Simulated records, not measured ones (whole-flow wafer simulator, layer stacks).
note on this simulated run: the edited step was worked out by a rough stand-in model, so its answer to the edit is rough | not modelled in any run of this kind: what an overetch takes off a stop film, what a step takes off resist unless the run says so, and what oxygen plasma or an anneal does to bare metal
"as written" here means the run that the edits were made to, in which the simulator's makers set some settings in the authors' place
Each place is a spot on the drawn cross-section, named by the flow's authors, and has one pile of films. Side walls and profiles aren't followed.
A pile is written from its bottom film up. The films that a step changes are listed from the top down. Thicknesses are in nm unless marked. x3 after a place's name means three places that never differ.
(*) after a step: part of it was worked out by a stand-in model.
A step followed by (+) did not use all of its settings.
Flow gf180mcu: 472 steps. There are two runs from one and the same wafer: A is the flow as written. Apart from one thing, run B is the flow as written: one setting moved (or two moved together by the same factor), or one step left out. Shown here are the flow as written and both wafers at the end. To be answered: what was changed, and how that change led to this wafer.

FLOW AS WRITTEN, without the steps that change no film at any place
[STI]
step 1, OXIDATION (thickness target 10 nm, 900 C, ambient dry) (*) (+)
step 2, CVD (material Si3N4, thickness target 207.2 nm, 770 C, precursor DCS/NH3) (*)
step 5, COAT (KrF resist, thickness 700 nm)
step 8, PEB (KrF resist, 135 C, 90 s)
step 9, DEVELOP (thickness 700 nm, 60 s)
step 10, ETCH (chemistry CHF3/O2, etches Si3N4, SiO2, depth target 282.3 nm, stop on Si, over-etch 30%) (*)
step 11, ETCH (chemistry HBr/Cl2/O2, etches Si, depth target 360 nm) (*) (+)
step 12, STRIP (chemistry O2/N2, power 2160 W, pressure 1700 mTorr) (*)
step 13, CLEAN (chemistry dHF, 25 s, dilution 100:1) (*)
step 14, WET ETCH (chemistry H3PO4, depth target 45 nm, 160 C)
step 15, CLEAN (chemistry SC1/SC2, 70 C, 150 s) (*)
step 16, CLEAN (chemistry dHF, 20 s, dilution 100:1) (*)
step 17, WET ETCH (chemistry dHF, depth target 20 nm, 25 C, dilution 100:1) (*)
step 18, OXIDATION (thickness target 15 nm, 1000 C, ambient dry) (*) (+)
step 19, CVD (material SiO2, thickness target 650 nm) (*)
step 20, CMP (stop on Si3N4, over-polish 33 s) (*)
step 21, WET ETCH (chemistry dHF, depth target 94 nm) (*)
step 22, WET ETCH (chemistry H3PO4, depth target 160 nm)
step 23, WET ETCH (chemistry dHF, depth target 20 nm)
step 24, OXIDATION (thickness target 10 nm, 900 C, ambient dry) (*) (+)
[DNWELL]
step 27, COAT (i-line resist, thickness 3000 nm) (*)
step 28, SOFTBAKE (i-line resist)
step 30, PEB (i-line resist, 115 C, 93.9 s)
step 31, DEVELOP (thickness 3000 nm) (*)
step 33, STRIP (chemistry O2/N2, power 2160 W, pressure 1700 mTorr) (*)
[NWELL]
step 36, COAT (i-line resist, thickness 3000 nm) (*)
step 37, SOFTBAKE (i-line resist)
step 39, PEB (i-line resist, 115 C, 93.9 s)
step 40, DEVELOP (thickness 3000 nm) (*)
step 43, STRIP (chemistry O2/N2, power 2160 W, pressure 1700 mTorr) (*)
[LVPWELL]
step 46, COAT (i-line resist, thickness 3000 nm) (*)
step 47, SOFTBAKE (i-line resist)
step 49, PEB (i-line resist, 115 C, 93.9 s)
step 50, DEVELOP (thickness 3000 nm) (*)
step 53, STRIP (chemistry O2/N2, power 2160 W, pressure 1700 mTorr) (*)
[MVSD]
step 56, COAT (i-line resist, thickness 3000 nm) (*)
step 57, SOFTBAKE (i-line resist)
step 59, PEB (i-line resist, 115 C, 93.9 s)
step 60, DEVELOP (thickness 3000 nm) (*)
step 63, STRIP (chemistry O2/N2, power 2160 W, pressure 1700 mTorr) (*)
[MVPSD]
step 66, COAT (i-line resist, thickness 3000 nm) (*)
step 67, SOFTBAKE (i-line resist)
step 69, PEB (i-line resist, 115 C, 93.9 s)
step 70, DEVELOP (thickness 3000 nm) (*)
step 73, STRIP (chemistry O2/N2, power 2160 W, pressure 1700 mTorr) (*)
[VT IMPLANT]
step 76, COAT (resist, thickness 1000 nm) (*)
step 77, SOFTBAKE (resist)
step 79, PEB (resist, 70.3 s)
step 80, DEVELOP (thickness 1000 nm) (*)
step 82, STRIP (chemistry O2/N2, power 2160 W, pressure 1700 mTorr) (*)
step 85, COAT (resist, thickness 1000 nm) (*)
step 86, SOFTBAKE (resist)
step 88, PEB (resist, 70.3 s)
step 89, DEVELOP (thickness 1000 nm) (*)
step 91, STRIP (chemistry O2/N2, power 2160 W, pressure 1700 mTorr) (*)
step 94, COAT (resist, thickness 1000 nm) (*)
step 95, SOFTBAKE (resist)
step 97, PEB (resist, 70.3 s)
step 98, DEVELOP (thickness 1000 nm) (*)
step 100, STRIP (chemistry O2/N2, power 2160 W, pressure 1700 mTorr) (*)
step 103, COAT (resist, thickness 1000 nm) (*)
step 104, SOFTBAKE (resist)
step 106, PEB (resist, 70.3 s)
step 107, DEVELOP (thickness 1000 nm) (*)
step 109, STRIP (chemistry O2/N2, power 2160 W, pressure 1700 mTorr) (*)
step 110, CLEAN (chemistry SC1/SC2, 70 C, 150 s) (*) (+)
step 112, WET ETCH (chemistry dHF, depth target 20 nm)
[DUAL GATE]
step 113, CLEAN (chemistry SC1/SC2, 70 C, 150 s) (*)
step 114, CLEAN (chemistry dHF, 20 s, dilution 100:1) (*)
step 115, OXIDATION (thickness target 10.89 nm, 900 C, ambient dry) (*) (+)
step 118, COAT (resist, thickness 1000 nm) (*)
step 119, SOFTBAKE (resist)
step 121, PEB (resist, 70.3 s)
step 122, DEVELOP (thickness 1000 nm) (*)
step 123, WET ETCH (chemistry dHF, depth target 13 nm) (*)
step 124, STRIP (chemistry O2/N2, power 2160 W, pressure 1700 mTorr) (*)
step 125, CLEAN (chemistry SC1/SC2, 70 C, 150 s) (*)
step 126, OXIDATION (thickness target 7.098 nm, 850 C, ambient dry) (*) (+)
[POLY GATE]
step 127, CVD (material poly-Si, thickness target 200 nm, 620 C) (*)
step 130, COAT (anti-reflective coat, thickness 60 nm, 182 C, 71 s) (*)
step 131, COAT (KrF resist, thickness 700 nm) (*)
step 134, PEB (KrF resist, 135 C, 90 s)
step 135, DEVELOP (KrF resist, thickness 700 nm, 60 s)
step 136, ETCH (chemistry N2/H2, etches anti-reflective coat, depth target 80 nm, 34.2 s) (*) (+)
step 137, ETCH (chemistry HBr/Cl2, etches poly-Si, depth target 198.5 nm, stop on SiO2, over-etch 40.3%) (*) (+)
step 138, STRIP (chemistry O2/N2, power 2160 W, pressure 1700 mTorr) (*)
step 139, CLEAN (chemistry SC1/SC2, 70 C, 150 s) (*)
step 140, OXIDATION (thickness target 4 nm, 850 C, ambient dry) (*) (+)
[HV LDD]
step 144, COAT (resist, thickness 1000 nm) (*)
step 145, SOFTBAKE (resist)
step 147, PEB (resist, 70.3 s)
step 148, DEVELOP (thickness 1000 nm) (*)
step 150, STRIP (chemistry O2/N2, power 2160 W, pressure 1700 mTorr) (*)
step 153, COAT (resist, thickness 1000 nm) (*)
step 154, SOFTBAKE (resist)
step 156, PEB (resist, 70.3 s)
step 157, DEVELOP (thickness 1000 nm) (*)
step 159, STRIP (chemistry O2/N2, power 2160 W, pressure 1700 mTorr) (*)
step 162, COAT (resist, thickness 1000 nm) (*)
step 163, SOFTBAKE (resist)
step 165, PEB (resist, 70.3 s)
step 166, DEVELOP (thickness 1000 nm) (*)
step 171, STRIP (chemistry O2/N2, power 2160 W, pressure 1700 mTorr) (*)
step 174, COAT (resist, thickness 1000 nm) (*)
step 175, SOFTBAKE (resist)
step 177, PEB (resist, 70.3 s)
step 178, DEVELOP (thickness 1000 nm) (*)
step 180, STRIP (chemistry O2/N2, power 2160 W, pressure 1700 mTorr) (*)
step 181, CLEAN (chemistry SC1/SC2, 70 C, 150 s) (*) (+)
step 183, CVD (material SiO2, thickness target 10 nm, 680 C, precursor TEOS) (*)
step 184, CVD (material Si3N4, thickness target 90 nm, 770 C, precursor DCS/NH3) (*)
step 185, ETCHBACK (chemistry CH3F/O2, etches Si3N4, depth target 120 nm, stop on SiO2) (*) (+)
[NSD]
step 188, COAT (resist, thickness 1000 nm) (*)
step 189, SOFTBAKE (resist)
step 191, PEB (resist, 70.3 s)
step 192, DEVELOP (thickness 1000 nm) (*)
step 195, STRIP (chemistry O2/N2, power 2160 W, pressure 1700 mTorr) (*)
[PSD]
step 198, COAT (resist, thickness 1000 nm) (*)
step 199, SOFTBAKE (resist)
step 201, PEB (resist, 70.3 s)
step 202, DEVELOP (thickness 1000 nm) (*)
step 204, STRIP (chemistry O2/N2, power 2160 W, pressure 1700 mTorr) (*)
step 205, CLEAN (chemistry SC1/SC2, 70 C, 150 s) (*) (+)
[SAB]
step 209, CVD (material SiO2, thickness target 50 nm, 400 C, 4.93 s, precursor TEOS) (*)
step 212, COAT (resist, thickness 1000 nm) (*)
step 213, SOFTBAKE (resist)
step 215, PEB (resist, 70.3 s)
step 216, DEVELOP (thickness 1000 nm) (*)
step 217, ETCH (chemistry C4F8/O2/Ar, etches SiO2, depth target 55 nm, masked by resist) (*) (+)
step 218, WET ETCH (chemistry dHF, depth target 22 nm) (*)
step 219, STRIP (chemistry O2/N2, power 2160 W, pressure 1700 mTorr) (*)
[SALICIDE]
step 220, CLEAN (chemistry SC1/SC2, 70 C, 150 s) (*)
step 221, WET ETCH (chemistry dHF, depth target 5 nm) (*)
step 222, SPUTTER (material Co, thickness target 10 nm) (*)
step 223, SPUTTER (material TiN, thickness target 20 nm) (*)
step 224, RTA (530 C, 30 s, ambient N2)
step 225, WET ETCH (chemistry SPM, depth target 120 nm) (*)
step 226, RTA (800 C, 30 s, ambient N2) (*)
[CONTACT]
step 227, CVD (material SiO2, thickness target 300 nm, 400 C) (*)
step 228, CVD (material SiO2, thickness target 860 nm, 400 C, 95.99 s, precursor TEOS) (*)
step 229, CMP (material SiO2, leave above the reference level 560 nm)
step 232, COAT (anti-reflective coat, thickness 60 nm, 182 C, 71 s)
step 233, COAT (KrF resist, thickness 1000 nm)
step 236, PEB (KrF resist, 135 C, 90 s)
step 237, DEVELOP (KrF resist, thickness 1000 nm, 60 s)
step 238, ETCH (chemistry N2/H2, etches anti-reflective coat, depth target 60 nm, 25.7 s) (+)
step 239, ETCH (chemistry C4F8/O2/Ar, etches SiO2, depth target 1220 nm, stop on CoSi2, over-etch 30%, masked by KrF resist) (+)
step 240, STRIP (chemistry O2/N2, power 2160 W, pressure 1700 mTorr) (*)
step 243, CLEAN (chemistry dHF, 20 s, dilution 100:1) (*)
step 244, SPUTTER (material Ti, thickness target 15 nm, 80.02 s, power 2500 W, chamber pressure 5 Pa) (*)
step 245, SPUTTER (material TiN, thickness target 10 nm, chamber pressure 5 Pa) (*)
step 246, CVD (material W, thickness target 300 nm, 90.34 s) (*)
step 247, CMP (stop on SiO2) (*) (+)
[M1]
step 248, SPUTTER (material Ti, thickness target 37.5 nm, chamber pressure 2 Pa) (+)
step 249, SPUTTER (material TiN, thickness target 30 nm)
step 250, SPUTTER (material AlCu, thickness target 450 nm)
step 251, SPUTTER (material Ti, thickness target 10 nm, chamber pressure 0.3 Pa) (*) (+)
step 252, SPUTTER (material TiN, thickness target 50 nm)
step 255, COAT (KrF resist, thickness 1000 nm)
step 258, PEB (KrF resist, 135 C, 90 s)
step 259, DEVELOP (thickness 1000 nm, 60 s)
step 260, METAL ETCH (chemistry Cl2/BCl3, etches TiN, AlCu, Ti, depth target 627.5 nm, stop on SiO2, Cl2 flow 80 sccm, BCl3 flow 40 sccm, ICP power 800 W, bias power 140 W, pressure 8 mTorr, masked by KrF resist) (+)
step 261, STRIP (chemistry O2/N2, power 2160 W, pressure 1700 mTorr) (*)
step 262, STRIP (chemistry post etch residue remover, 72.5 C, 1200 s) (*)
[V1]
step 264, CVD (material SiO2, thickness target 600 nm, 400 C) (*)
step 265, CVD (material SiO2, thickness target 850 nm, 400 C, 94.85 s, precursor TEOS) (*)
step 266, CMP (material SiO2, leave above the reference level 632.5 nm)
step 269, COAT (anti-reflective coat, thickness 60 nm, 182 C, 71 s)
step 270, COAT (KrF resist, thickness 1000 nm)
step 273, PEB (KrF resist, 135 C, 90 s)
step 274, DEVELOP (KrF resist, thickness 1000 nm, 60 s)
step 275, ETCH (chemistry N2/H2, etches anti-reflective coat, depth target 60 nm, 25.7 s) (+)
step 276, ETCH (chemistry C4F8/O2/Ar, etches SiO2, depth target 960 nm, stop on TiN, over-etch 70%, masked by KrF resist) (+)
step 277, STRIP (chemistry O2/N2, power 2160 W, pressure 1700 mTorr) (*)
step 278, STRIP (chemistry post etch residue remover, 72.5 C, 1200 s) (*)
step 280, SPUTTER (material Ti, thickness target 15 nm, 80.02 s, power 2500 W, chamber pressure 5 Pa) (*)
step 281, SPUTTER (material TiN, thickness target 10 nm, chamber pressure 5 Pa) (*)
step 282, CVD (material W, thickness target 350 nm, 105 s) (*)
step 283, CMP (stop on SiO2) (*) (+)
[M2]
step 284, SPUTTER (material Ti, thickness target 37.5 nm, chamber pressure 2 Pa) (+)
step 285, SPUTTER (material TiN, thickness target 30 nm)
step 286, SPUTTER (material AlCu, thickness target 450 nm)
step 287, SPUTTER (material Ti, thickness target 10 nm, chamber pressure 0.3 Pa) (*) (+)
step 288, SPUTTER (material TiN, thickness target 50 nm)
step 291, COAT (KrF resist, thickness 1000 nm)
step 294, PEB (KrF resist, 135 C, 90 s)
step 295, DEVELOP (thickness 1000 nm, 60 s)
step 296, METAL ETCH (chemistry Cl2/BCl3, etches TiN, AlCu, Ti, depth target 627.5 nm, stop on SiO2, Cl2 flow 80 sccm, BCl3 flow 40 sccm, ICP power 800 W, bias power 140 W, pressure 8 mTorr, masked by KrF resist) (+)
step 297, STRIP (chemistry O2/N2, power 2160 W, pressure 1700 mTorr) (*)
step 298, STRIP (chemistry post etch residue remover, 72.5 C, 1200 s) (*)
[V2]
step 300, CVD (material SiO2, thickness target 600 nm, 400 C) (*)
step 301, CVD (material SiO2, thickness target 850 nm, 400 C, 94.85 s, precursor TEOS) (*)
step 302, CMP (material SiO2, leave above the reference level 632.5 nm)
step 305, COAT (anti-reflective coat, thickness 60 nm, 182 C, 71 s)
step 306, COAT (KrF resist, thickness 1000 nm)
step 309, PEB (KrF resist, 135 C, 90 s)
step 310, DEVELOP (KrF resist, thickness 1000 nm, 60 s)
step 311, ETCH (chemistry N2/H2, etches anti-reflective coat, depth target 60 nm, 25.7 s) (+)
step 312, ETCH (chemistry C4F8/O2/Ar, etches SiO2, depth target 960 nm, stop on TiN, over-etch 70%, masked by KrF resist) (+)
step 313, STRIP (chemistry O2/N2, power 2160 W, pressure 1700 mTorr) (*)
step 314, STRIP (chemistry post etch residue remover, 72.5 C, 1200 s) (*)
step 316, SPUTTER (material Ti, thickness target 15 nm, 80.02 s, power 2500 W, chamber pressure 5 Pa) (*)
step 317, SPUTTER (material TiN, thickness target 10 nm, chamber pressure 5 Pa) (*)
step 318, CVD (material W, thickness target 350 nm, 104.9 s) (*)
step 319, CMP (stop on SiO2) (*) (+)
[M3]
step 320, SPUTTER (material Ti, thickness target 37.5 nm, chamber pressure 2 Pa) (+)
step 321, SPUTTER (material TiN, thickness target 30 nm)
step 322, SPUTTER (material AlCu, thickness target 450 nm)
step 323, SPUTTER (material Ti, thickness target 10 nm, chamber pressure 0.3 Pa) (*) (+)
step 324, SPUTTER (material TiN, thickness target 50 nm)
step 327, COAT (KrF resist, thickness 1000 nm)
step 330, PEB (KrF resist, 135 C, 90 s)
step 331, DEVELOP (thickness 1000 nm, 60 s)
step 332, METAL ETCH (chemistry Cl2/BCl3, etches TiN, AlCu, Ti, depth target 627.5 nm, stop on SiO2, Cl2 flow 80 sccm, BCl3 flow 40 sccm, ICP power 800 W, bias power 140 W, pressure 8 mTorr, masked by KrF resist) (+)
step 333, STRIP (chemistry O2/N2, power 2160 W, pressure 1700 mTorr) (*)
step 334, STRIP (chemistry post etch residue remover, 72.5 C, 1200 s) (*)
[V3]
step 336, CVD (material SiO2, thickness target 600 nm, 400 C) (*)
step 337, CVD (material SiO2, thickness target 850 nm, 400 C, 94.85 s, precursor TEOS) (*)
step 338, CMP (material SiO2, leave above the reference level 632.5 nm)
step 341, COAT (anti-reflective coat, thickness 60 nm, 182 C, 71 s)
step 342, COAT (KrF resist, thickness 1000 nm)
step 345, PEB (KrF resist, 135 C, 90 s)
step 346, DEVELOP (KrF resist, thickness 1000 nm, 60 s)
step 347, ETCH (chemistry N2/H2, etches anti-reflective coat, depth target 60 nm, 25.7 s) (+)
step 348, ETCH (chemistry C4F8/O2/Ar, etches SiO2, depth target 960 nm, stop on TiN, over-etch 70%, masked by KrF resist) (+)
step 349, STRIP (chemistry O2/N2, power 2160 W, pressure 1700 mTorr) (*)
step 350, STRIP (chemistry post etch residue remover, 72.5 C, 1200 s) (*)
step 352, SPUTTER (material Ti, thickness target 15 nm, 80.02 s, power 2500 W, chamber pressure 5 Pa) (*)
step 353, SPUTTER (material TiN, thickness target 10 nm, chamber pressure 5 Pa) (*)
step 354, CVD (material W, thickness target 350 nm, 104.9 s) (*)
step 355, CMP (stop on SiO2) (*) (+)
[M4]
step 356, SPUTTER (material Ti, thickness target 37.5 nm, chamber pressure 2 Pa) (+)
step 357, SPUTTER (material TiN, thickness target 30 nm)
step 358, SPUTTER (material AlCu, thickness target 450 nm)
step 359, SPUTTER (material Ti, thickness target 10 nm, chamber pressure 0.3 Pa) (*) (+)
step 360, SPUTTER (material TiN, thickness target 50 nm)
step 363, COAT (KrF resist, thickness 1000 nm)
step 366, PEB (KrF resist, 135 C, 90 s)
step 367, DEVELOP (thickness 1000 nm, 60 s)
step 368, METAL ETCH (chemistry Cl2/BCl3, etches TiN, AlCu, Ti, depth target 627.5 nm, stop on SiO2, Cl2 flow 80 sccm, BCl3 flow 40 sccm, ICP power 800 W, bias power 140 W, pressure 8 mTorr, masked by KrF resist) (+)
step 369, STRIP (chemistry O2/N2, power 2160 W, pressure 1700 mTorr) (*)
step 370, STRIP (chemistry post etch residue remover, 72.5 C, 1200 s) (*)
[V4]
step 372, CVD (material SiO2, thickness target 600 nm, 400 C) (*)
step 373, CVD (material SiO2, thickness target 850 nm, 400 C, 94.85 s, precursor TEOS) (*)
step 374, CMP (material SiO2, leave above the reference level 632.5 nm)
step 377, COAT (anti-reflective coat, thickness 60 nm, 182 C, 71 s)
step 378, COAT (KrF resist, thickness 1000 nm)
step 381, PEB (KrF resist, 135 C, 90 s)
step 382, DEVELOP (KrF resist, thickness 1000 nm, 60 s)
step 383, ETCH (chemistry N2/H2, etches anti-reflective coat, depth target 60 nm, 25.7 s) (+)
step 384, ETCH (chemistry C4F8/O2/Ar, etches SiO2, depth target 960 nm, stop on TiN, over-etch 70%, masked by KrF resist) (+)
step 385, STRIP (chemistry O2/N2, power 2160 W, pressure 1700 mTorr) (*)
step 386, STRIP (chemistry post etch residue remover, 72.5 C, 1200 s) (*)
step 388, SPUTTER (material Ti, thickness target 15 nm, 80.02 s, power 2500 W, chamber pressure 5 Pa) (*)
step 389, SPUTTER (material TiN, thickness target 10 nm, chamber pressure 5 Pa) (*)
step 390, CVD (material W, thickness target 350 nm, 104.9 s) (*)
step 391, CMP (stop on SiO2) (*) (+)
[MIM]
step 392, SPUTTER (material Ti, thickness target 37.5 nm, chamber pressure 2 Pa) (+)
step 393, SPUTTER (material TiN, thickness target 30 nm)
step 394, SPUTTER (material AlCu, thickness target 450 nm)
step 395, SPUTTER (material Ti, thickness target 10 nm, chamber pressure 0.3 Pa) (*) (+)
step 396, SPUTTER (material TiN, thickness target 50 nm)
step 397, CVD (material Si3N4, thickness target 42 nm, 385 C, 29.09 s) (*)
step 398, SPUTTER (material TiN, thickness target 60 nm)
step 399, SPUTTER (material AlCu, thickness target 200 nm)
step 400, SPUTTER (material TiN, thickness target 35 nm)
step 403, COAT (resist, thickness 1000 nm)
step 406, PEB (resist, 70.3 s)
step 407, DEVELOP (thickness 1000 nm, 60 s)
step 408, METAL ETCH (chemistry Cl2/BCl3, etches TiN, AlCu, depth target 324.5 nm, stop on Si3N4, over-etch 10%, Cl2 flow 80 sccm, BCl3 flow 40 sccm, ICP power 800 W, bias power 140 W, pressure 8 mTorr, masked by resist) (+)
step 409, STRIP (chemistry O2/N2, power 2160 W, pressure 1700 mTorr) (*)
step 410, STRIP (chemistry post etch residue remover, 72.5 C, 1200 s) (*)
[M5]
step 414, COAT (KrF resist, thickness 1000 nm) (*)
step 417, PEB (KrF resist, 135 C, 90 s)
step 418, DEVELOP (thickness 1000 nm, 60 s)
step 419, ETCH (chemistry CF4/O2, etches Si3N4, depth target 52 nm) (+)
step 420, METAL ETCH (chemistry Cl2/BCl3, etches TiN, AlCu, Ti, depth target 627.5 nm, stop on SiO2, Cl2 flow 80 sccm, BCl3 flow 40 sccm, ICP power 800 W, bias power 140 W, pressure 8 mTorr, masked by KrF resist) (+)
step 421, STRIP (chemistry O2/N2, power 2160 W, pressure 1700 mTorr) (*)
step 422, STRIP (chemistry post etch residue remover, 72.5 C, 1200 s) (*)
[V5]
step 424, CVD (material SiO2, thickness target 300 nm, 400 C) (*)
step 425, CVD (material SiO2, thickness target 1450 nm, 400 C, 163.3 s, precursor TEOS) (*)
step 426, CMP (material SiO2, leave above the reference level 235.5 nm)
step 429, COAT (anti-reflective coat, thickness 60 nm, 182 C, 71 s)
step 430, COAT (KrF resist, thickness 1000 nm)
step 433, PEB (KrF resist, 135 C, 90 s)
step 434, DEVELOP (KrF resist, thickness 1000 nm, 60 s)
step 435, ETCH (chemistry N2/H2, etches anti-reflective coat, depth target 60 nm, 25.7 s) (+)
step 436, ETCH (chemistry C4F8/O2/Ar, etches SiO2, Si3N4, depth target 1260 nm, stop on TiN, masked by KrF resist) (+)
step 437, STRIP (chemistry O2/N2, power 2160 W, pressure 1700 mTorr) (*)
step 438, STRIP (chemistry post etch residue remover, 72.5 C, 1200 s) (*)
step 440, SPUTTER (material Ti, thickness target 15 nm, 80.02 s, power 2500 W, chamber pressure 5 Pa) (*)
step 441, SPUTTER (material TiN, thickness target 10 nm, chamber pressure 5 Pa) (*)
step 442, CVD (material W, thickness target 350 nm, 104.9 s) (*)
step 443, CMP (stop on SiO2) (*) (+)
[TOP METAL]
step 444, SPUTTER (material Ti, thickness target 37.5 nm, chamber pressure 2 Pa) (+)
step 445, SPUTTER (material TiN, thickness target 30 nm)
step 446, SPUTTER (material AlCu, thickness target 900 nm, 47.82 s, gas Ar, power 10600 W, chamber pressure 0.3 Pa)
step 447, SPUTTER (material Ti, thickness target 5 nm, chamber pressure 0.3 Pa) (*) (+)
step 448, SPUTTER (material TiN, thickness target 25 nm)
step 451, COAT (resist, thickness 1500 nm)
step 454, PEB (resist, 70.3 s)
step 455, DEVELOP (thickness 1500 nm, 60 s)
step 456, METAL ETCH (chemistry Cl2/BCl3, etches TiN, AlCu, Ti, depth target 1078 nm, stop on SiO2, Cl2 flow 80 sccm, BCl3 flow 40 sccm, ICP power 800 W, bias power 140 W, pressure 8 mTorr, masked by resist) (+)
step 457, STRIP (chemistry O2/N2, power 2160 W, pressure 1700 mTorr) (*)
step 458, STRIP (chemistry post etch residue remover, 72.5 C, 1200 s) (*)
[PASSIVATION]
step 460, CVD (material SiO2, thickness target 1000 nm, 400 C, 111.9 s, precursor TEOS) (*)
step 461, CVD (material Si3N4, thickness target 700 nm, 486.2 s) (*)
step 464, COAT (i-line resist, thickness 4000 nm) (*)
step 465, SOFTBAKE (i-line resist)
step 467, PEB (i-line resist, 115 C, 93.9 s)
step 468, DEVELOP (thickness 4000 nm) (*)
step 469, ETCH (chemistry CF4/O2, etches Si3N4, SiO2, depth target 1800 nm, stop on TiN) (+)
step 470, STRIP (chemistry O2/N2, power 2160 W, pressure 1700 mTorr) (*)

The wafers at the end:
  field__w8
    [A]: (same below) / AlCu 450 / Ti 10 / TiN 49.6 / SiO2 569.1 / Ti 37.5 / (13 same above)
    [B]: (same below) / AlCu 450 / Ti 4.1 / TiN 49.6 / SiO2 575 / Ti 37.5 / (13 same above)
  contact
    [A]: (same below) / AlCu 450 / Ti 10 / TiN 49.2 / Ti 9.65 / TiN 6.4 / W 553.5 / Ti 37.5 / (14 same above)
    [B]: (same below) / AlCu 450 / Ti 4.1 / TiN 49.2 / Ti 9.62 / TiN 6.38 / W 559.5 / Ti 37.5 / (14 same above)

The reason: step 359, SPUTTER: thickness target 4.1 nm was run, though the flow has thickness target 10 nm.
One can read it off the wafer: field__w8 has Ti 4.1, and step 359 as written asks for 10 nm.

How this came from the change, step by step:
  step 359, SPUTTER (material Ti, thickness target 10 nm, chamber pressure 0.3 Pa) (*) (+)
      field, field__w1, field__w2 and 108 more: A Ti gains 10 (new film) | B Ti gains 4.1 (new film)
  step 368, METAL ETCH (chemistry Cl2/BCl3, etches TiN, AlCu, Ti, depth target 627.5 nm, stop on SiO2, Cl2 flow 80 sccm, BCl3 flow 40 sccm, ICP power 800 W, bias power 140 W, pressure 8 mTorr, masked by KrF resist) (+)
      field, field__w1, field__w2 and 103 more: A TiN loses 50 (all of it), Ti loses 10 (all of it), AlCu loses 450 (all of it), TiN loses 30 (all of it), Ti loses 37.5 (all of it) | B TiN loses 50 (all of it), Ti loses 4.1 (all of it), AlCu loses 450 (all of it), TiN loses 30 (all of it), Ti loses 37.5 (all of it)
